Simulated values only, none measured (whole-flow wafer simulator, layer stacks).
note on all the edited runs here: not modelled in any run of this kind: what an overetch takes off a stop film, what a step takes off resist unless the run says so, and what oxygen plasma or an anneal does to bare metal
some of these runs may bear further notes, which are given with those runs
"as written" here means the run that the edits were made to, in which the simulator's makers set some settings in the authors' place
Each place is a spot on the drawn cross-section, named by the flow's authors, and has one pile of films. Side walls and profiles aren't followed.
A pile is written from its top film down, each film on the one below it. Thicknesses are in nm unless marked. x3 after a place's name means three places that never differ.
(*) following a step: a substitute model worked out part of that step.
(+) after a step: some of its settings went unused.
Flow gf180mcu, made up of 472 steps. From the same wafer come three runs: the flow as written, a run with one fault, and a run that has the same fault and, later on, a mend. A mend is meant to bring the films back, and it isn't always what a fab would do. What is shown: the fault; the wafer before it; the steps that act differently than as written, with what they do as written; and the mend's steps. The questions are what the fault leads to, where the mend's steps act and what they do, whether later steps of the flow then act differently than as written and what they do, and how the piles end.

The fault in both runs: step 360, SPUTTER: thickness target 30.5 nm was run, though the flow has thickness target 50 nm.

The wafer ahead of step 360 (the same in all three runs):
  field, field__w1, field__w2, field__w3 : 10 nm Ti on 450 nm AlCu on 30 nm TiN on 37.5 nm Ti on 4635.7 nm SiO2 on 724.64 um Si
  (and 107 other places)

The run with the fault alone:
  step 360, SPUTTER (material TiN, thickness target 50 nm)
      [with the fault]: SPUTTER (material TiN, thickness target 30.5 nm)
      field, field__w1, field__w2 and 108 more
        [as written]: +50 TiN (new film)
        [with the fault]: +30.5 TiN (new film)
  Steps further on in the flow that do not act as written (not shown: 2 more steps that differ only slightly, by at most 2% or 0.5 nm, whichever is larger):
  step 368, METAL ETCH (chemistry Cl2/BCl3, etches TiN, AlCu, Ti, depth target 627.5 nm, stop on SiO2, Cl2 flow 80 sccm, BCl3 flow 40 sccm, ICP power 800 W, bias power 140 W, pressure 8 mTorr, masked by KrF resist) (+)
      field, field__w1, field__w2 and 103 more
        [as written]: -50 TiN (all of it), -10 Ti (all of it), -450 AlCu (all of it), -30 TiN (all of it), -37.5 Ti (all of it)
        [with the fault]: -30.5 TiN (all of it), -10 Ti (all of it), -450 AlCu (all of it), -30 TiN (all of it), -37.5 Ti (all of it)
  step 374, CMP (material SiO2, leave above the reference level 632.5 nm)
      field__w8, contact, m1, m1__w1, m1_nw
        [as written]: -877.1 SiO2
        [with the fault]: -857.6 SiO2
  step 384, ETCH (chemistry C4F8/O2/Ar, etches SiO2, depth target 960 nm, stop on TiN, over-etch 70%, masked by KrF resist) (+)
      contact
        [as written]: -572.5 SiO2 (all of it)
        [with the fault]: -592 SiO2 (all of it)
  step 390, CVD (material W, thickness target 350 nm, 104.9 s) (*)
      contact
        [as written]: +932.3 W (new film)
        [with the fault]: +952 W (new film)
  At field__w8, contact, m1, m1__w1, m1_nw, the piles at the end differ from the flow's by more than 2% or 0.5 nm, whichever is larger.
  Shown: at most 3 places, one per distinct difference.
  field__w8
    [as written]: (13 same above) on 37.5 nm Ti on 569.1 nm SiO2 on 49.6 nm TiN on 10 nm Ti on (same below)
    [with the fault]: (13 same above) on 37.5 nm Ti on 588.6 nm SiO2 on 30.1 nm TiN on 10 nm Ti on (same below)
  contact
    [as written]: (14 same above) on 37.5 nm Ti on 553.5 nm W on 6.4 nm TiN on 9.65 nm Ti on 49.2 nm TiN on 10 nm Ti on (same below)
    [with the fault]: (14 same above) on 37.5 nm Ti on 573.2 nm W on 6.33 nm TiN on 9.54 nm Ti on 29.7 nm TiN on 10 nm Ti on (same below)

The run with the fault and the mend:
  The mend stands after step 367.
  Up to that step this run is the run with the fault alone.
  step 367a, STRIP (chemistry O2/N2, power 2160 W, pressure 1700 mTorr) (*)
      field__w8, contact, m1, m1__w1, m1_nw
        -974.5 KrF resist (all of it)
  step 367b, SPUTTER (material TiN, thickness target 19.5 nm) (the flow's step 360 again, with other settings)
      field, field__w1, field__w2 and 108 more
        +19.5 TiN
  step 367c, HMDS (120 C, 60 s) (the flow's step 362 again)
      leaves every film unchanged at each place that is followed
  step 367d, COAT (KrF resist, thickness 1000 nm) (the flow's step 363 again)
      field, field__w1, field__w2 and 108 more
        +1000 KrF resist (new film)
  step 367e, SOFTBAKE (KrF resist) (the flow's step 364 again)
      leaves every film unchanged at each place that is followed
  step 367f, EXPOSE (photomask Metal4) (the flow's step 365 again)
      leaves every film unchanged at each place that is followed
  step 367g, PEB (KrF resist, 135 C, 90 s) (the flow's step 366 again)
      field, field__w1, field__w2 and 108 more
        -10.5 KrF resist
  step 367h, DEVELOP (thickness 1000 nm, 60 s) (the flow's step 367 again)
      field, field__w1, field__w2 and 103 more
        -989.5 KrF resist (all of it)
      field__w8, contact, m1, m1__w1, m1_nw
        -14.9 KrF resist
  Later steps of the flow that are run all act as written at every place that is followed.
  The piles end the same as the flow's at every place that both follow.
